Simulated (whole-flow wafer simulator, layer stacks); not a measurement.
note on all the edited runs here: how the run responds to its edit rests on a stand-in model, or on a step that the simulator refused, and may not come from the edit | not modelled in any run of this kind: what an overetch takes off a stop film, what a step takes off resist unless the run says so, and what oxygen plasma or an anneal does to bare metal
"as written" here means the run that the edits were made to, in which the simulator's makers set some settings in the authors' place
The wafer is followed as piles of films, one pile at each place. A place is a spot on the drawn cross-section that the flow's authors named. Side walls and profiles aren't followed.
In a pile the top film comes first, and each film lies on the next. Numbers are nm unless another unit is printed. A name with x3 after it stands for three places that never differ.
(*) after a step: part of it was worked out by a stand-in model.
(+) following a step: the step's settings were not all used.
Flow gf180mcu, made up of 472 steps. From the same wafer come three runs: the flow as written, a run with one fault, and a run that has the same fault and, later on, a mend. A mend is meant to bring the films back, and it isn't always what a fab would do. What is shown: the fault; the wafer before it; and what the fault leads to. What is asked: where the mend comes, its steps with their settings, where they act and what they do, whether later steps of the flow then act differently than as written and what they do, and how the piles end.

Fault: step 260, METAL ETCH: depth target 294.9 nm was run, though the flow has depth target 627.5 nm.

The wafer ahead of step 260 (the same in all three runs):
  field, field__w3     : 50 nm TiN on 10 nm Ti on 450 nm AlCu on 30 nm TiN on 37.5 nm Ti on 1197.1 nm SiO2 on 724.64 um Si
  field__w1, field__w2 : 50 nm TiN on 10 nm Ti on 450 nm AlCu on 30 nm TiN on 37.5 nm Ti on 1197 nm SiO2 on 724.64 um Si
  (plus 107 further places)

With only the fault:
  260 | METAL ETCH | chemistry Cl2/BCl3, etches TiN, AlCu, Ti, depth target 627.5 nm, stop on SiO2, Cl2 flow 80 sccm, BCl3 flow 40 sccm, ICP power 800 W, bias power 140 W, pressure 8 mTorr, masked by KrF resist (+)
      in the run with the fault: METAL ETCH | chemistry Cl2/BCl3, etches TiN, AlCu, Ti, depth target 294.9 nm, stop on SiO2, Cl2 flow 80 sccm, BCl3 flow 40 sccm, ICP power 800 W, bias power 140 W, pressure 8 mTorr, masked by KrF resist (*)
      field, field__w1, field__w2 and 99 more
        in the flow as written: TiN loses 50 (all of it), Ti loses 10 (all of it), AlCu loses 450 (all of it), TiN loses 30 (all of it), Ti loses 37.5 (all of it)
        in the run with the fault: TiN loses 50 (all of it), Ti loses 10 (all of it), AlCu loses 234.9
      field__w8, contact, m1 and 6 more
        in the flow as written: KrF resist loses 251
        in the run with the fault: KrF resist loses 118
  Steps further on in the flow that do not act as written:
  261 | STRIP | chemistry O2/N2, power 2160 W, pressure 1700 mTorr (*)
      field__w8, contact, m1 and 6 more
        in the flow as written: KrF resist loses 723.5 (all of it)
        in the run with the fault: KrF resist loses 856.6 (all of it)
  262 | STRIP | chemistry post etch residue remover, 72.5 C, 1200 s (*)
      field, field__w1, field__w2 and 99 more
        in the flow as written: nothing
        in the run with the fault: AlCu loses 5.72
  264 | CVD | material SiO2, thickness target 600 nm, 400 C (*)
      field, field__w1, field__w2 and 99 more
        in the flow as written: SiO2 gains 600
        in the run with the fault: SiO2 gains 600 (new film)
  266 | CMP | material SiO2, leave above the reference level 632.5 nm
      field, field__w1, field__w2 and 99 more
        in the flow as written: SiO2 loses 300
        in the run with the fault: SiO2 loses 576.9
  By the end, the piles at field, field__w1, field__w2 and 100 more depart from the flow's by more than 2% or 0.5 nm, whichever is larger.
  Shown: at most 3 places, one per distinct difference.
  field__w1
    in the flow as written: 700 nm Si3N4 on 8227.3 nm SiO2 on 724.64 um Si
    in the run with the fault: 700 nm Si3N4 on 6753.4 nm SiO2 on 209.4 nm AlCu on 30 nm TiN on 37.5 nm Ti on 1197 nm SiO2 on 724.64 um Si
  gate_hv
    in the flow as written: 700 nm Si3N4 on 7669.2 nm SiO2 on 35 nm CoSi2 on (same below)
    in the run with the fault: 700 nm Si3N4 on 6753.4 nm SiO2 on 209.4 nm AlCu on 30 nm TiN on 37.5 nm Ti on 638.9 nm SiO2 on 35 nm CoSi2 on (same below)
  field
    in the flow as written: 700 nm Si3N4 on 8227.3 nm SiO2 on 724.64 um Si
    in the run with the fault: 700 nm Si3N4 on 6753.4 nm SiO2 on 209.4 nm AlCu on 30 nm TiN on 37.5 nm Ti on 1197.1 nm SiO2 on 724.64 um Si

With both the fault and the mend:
  The mend follows step 260.
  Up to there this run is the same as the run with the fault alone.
  260a | METAL ETCH | chemistry Cl2/BCl3, etches TiN, AlCu, Ti, depth target 332.6 nm, stop on SiO2, Cl2 flow 80 sccm, BCl3 flow 40 sccm, ICP power 800 W, bias power 140 W, pressure 8 mTorr, masked by KrF resist (+) (the flow's step 260 again, with other settings)
      field, field__w1, field__w2 and 99 more
        AlCu loses 215.1 (all of it), TiN loses 30 (all of it), Ti loses 37.5 (all of it)
      field__w8, contact, m1 and 6 more
        KrF resist loses 133
  Later steps of the flow that are run all act as written at every place that is followed.
  The piles end the same as the flow's at every place that both follow.
